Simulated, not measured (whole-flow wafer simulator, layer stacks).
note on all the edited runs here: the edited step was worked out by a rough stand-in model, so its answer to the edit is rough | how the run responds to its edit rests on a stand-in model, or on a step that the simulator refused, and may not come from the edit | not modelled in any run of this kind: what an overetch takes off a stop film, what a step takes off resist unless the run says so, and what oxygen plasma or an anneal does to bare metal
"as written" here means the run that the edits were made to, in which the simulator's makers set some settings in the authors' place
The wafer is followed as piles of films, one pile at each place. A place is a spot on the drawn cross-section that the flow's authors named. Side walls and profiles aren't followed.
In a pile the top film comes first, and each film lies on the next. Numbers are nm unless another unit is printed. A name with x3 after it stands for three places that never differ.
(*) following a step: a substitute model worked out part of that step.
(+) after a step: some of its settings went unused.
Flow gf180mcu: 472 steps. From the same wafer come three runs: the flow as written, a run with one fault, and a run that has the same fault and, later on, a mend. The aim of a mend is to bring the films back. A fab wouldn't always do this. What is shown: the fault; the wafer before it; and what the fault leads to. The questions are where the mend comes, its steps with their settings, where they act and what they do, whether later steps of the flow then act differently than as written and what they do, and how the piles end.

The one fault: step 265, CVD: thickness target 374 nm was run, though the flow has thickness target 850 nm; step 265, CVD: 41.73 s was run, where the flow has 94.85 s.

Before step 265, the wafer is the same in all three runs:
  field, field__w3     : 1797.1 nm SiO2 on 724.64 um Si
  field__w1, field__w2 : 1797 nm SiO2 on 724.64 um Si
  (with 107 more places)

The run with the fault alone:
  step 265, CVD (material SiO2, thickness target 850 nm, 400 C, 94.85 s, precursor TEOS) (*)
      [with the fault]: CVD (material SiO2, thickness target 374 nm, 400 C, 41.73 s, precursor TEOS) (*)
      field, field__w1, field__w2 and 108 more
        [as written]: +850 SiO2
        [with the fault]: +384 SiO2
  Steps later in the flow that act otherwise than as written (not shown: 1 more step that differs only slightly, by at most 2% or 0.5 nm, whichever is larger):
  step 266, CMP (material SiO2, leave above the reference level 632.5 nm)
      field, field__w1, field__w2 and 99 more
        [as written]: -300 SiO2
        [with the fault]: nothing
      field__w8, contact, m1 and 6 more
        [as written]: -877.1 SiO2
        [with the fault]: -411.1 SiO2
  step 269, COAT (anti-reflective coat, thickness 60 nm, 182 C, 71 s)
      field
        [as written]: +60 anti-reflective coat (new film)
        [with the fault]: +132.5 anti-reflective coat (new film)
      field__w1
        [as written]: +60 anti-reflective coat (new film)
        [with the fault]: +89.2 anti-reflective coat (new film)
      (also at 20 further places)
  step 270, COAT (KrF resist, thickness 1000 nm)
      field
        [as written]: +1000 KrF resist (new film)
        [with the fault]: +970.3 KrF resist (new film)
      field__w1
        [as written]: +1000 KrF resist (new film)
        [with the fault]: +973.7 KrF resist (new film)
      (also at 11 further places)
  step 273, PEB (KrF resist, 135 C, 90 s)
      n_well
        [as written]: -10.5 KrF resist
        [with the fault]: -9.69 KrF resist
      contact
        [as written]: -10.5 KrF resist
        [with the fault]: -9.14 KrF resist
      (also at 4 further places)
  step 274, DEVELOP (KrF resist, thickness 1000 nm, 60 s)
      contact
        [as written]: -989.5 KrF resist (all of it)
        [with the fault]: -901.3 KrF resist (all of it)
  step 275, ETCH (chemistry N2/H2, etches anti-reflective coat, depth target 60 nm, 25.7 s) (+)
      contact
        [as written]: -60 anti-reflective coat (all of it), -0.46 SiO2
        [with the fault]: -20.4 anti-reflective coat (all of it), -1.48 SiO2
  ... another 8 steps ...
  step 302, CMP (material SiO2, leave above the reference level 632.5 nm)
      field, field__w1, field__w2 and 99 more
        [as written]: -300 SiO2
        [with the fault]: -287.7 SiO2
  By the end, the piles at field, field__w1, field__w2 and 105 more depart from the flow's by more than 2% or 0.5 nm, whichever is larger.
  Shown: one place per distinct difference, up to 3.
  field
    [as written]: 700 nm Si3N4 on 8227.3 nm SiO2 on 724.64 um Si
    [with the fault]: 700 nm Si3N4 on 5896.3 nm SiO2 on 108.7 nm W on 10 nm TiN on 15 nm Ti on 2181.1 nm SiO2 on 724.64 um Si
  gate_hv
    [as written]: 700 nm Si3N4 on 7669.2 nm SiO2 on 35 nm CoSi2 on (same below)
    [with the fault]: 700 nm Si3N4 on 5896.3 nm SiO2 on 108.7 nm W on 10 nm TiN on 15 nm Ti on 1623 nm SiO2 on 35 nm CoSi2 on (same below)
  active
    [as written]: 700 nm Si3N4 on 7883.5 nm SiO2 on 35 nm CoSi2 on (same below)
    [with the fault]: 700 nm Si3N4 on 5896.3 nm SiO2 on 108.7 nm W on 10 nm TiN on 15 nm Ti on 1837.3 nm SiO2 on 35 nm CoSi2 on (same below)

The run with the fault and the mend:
  The mend stands after step 265.
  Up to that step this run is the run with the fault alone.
  step 265a, CVD (material SiO2, thickness target 476 nm, 400 C, 53.12 s, precursor TEOS) (*) (the flow's step 265, run once more with other settings)
      field, field__w1, field__w2 and 108 more
        +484 SiO2
  Steps later in the flow that act otherwise than as written:
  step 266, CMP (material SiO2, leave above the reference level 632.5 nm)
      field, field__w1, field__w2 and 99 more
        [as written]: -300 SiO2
        [with the mend]: -318.1 SiO2
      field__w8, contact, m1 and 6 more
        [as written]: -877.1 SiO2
        [with the mend]: -895.2 SiO2
  At every place that both follow, the piles at the end match the flow's.
